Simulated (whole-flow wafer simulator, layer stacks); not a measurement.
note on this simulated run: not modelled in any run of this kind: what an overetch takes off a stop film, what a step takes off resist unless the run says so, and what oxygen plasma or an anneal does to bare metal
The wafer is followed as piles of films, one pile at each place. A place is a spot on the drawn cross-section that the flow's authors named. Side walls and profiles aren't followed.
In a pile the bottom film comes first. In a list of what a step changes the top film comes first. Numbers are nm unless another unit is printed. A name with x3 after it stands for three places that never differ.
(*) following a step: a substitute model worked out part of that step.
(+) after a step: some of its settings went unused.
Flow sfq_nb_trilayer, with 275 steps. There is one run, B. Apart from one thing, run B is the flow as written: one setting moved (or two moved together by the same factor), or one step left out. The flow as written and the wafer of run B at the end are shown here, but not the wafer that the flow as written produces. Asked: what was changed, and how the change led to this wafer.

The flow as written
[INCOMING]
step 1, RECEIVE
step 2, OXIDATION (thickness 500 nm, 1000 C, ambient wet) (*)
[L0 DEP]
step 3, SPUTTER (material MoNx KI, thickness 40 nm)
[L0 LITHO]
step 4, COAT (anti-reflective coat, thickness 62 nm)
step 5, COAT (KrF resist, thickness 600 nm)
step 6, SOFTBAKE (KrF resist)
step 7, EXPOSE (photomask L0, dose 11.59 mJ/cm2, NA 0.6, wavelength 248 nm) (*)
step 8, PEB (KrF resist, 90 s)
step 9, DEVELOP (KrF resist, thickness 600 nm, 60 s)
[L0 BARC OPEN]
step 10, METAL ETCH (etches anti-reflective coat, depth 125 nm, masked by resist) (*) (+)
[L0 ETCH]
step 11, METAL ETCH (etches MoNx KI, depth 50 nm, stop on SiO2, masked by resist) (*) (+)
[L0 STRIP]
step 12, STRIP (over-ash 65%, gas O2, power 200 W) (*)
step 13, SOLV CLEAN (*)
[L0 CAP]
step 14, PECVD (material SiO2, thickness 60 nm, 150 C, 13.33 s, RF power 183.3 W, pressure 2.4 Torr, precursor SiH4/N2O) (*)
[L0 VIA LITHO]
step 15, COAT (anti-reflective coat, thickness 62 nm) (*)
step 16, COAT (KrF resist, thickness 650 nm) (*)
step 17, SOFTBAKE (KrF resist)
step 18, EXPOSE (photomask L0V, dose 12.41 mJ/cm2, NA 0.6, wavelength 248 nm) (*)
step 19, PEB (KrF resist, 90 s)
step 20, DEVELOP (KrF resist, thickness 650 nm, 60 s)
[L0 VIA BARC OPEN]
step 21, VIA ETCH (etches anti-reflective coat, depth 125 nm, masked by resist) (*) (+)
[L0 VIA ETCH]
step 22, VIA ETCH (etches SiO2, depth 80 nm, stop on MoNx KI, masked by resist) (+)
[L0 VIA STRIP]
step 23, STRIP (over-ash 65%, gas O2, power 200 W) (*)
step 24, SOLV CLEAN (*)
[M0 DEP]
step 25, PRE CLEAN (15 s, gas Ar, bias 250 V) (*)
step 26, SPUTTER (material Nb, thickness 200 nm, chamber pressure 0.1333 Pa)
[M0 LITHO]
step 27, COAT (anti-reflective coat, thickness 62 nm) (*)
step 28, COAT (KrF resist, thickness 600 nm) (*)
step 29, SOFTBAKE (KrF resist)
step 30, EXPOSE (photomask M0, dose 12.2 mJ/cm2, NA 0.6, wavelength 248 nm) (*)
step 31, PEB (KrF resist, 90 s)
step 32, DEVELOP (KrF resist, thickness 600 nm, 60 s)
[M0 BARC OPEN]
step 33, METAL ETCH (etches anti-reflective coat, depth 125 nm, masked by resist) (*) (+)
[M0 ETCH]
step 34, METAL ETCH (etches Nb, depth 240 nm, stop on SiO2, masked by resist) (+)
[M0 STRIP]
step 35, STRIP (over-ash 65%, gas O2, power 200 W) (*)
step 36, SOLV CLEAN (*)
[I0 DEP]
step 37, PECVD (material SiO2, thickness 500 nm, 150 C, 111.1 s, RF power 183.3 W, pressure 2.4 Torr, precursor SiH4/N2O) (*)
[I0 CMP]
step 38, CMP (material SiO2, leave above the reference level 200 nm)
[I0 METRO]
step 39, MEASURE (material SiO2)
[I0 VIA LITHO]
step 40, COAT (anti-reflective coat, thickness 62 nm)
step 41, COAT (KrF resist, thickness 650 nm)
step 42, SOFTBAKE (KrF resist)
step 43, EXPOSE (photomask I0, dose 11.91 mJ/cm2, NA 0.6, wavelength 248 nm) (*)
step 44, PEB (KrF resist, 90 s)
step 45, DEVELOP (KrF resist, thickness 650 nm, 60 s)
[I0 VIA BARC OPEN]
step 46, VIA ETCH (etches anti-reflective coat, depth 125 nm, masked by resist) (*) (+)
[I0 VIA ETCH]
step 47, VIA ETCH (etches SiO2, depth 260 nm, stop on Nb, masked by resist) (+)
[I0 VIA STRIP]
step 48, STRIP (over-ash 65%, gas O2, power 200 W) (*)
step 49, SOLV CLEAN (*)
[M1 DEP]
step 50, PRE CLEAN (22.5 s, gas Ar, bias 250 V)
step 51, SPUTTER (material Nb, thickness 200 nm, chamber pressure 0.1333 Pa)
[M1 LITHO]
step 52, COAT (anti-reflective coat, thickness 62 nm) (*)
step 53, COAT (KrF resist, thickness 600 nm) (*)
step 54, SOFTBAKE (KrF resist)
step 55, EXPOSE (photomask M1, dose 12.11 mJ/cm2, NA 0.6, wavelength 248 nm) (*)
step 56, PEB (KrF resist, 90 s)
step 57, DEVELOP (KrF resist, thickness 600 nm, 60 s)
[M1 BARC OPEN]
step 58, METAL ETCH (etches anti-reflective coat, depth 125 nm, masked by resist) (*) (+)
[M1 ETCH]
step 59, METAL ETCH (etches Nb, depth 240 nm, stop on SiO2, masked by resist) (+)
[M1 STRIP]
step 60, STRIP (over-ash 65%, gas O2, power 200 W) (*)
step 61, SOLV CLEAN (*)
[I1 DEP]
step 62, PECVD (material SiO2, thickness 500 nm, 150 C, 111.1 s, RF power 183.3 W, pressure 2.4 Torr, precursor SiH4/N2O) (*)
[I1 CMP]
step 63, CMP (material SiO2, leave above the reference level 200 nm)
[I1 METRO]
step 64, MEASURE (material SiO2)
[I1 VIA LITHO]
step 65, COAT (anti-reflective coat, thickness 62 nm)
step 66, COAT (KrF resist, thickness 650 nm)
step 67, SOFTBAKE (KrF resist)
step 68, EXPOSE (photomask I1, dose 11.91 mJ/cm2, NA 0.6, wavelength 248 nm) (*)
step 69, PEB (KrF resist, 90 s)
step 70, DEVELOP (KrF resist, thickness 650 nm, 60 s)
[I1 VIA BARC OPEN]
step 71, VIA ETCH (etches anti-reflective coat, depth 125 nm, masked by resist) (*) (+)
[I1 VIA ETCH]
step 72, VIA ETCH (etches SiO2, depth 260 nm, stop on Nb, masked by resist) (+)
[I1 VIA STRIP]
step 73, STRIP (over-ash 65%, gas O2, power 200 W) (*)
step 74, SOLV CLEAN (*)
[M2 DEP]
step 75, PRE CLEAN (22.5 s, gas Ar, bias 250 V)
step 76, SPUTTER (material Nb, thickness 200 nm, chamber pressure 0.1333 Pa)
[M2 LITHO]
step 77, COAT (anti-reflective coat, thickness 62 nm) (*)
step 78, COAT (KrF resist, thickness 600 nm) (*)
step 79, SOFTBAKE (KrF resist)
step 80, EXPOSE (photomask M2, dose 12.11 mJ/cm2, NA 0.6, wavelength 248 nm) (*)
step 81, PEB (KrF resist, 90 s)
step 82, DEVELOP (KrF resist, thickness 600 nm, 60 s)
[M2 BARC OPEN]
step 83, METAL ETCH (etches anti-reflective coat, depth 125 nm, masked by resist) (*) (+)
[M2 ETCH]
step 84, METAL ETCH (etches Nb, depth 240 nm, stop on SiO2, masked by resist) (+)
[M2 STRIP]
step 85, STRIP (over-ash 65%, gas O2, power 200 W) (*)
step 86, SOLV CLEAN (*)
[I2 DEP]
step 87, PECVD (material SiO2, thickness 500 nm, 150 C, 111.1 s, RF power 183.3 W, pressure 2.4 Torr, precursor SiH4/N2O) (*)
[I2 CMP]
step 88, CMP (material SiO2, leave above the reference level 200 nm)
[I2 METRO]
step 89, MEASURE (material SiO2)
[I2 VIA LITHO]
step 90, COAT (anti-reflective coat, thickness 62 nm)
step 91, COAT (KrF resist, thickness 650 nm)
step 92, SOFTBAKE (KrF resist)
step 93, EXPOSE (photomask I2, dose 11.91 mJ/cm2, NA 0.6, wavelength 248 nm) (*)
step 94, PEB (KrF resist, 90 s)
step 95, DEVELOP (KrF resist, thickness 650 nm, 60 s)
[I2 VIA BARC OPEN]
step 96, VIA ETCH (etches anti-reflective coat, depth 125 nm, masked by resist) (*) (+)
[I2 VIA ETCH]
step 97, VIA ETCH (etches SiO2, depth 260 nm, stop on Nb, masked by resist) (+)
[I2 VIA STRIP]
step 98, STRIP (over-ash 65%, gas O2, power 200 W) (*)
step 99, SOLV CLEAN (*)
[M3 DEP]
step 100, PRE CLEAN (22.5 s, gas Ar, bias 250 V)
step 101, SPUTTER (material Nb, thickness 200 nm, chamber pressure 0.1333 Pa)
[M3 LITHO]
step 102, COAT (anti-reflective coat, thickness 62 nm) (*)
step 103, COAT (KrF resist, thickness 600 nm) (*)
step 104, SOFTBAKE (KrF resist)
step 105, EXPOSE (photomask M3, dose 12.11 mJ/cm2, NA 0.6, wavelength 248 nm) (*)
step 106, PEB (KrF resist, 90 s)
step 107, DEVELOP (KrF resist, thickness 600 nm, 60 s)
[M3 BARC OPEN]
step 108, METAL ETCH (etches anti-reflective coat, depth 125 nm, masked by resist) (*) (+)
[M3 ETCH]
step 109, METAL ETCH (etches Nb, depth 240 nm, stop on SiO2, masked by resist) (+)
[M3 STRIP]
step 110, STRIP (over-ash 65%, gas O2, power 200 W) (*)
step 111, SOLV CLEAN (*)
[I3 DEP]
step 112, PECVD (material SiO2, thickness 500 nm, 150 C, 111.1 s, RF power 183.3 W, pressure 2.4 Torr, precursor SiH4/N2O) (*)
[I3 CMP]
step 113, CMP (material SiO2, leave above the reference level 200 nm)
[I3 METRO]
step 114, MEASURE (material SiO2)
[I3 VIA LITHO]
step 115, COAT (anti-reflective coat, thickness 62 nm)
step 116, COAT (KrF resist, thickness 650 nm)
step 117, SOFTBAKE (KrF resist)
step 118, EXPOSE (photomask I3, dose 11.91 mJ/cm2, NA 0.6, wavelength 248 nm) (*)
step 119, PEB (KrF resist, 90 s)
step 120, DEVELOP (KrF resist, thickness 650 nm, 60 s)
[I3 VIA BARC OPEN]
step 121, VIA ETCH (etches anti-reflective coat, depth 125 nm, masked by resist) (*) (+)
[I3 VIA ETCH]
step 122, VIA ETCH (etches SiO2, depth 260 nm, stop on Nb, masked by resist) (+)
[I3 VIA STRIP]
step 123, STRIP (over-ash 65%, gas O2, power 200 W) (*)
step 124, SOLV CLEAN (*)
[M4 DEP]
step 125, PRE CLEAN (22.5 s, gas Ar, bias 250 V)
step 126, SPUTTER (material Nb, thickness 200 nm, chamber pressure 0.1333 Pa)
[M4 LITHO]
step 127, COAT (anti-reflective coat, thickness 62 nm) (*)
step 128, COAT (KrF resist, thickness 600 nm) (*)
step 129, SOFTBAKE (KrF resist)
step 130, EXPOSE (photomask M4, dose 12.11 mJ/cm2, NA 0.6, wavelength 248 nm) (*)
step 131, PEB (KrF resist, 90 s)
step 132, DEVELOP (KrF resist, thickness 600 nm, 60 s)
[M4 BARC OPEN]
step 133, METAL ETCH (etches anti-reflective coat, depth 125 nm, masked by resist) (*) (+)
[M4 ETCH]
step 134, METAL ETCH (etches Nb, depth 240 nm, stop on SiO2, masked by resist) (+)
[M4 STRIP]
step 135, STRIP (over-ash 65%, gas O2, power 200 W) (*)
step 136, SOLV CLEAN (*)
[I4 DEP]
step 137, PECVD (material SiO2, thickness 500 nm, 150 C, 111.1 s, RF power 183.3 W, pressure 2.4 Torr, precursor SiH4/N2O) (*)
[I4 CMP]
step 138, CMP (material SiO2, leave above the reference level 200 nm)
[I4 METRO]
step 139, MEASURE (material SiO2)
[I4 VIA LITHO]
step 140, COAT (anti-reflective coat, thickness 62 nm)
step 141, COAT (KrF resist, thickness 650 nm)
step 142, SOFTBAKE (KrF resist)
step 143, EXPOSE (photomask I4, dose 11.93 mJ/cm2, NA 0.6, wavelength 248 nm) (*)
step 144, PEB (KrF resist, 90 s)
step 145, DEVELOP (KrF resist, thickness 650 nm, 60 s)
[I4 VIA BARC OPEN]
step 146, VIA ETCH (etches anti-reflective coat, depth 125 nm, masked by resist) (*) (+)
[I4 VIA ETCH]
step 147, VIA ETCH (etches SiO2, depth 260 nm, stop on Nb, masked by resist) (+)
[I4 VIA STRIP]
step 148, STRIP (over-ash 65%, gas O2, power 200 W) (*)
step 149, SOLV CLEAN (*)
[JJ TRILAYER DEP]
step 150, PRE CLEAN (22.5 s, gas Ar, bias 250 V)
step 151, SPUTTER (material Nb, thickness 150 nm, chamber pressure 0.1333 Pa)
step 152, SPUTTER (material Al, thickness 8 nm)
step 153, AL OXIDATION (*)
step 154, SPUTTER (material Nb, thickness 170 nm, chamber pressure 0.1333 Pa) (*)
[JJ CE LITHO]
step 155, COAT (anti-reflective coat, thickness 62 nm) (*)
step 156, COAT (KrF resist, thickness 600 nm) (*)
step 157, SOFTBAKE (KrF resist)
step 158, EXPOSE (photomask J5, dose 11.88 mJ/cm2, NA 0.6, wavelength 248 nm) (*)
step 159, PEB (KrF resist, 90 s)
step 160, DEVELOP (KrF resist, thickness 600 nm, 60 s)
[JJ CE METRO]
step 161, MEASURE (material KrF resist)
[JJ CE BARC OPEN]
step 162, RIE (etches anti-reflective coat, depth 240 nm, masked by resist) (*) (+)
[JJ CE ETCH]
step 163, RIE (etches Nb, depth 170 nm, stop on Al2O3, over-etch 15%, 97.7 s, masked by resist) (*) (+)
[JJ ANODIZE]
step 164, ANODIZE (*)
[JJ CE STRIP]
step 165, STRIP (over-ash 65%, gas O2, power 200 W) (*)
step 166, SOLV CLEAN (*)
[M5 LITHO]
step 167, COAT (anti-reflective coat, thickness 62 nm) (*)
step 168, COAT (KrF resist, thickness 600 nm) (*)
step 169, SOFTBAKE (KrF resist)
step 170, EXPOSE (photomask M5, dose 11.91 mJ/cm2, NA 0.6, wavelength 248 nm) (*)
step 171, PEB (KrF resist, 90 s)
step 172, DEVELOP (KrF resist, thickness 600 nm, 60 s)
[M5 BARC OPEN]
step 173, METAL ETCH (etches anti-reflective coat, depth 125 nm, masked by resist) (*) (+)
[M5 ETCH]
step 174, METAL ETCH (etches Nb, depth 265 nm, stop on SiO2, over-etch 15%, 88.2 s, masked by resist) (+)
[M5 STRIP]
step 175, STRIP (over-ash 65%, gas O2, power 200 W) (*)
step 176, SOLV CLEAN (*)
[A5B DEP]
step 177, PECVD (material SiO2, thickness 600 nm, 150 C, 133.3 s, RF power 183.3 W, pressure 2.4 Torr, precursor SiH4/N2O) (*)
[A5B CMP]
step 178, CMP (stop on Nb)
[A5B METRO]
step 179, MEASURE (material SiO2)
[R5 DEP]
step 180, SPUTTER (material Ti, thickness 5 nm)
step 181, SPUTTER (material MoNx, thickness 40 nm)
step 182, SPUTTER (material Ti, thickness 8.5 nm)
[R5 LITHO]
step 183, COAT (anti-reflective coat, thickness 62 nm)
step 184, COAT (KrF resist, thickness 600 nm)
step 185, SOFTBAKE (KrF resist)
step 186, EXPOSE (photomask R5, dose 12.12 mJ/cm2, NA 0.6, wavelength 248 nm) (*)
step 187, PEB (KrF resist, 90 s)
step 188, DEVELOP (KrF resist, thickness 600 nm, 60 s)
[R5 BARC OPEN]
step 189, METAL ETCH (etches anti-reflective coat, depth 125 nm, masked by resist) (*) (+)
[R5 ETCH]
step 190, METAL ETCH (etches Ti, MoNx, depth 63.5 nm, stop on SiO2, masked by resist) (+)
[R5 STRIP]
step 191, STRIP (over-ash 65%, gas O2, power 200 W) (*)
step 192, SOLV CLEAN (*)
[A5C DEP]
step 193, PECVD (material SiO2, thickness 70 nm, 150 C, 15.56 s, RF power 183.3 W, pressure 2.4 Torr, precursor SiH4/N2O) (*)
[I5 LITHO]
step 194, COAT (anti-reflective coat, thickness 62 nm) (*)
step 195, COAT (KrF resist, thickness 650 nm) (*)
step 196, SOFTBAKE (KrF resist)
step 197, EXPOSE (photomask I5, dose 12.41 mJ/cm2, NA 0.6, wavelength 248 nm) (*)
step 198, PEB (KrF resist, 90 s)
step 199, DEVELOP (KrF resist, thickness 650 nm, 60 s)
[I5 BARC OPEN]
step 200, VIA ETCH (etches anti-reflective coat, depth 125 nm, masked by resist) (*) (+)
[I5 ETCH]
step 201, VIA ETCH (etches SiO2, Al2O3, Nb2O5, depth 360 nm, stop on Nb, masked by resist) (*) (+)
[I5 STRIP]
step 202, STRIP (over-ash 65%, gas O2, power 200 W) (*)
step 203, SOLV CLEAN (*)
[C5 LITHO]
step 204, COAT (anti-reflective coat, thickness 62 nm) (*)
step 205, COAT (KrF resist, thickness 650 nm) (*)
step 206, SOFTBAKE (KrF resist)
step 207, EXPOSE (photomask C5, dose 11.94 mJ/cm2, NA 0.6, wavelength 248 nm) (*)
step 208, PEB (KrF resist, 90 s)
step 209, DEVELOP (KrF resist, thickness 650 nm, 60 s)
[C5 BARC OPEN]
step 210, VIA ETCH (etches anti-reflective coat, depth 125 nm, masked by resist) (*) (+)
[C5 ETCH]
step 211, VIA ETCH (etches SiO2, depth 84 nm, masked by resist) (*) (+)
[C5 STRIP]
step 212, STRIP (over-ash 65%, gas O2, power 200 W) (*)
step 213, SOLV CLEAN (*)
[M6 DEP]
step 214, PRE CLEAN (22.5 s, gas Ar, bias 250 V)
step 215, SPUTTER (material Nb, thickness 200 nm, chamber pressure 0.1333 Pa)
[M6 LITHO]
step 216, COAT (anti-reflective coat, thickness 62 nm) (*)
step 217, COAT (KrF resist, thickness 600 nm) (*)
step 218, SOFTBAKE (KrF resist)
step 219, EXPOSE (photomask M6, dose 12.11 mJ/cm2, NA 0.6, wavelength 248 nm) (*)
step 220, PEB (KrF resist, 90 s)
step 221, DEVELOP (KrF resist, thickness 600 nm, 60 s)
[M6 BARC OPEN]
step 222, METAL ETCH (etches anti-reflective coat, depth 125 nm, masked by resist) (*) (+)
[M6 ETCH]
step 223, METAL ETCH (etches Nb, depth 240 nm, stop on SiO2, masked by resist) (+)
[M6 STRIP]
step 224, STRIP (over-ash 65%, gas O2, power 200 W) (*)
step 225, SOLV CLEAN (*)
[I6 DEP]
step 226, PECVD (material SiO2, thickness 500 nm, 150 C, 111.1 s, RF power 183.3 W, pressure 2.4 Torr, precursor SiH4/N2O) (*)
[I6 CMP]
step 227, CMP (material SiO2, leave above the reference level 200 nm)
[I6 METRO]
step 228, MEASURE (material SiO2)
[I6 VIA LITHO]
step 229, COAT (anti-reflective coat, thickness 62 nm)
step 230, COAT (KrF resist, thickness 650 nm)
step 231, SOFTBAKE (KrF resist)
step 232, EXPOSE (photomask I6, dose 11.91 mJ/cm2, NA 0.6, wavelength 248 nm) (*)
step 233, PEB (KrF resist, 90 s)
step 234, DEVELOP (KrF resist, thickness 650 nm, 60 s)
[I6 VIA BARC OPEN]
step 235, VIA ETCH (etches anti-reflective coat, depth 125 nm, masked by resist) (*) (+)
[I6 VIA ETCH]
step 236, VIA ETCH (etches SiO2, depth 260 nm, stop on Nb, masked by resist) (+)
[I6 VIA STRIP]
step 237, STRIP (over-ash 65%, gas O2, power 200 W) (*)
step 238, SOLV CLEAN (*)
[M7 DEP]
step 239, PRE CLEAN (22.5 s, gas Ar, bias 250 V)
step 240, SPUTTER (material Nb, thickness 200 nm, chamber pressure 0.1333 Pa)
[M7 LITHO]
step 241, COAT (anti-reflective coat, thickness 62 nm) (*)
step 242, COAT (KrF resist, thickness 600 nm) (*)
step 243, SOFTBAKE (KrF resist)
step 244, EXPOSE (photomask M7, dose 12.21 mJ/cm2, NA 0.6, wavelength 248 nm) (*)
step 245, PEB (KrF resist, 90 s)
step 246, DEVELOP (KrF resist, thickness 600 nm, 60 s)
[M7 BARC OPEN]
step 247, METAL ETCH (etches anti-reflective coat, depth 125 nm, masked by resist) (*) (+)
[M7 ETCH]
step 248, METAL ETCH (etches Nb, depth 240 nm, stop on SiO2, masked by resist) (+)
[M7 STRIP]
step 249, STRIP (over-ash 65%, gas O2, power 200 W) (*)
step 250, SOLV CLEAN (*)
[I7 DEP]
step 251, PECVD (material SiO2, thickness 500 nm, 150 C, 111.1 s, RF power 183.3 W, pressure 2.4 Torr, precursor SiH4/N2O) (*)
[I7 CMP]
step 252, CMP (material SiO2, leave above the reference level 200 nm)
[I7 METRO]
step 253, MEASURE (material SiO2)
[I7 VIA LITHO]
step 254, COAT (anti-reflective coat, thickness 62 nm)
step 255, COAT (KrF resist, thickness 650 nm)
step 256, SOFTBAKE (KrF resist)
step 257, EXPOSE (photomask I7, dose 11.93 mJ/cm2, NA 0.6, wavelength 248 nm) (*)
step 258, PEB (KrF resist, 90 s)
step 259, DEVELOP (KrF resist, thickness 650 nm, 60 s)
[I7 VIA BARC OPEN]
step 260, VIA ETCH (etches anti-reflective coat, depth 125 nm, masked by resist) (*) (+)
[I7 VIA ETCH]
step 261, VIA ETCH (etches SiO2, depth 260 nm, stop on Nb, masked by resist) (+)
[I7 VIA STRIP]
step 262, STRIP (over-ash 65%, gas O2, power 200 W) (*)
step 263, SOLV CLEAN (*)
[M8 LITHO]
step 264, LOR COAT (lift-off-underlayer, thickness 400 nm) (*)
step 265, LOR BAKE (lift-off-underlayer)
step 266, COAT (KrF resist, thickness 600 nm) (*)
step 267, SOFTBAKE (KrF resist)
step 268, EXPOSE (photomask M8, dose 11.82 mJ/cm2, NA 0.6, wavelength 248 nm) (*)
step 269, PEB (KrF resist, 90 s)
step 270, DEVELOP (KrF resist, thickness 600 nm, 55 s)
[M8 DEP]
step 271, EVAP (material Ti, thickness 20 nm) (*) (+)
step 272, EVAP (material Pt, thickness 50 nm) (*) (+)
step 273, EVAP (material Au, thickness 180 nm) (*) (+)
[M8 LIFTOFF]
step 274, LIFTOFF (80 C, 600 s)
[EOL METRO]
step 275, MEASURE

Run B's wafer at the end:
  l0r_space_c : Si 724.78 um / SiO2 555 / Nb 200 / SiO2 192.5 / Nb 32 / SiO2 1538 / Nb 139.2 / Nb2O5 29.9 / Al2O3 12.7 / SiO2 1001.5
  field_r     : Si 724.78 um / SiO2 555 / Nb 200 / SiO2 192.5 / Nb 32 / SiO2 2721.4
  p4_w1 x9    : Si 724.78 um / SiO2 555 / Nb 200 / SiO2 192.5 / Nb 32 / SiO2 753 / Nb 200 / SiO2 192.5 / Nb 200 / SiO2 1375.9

What caused this: step 59, METAL ETCH: depth 168 nm was run, whereas the flow has depth 240 nm.

The path from the change to this, step by step:
  step 59, METAL ETCH (etches Nb, depth 240 nm, stop on SiO2, masked by resist) (+)
      field_l, be, be_sur and 79 more: -168 Nb (it would be, as written: -200 Nb (all of it))
      v_sur, via_wl, via_w and 21 more: -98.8 KrF resist (it would be, as written: -141.2 KrF resist)
  step 60, STRIP (over-ash 65%, gas O2, power 200 W) (*)
      wl_j_sl, wl_jj, wl_j_sr and 13 more: -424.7 KrF resist (all of it), -62 anti-reflective coat (all of it) (it would be, as written: -382.4 KrF resist (all of it), -62 anti-reflective coat (all of it))
      v_sur: -408.2 KrF resist (all of it), -61.1 anti-reflective coat (all of it) (it would be, as written: -365.9 KrF resist (all of it), -61.1 anti-reflective coat (all of it))
      (and at 7 other places as well)
  step 62, PECVD (material SiO2, thickness 500 nm, 150 C, 111.1 s, RF power 183.3 W, pressure 2.4 Torr, precursor SiH4/N2O) (*)
      field_l, be, be_sur and 72 more: +500 SiO2 (new film) (it would be, as written: +500 SiO2)
      lsp_m, ln_m6, lsp_r, l0_sur, l0v: +500 SiO2 (new film) (it would be, as written: +494.9 SiO2)
      (and at 2 other places as well)
  step 63, CMP (material SiO2, leave above the reference level 200 nm)
      field_l, be, be_sur and 72 more: -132 SiO2 (it would be, as written: -100 SiO2)
      lsp_m, ln_m6, lsp_r, l0_sur, l0v: -132 SiO2 (it would be, as written: -94.9 SiO2)
With metal films that touch counted as one body, l0r_space_c has 3 bodies (between them, from the top down: SiO2 1538; SiO2 192.5); the flow as written gives 2 bodies (between them, from the top down: SiO2 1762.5).
With metal films that touch counted as one body, field_r has 2 bodies (between them, from the top down: SiO2 192.5); the flow as written gives 1 body.
With metal films that touch counted as one body, p4_w1 x9 has 4 bodies (between them, from the top down: SiO2 192.5; SiO2 753; SiO2 192.5); the flow as written gives 3 bodies (between them, from the top down: SiO2 192.5; SiO2 977.5).
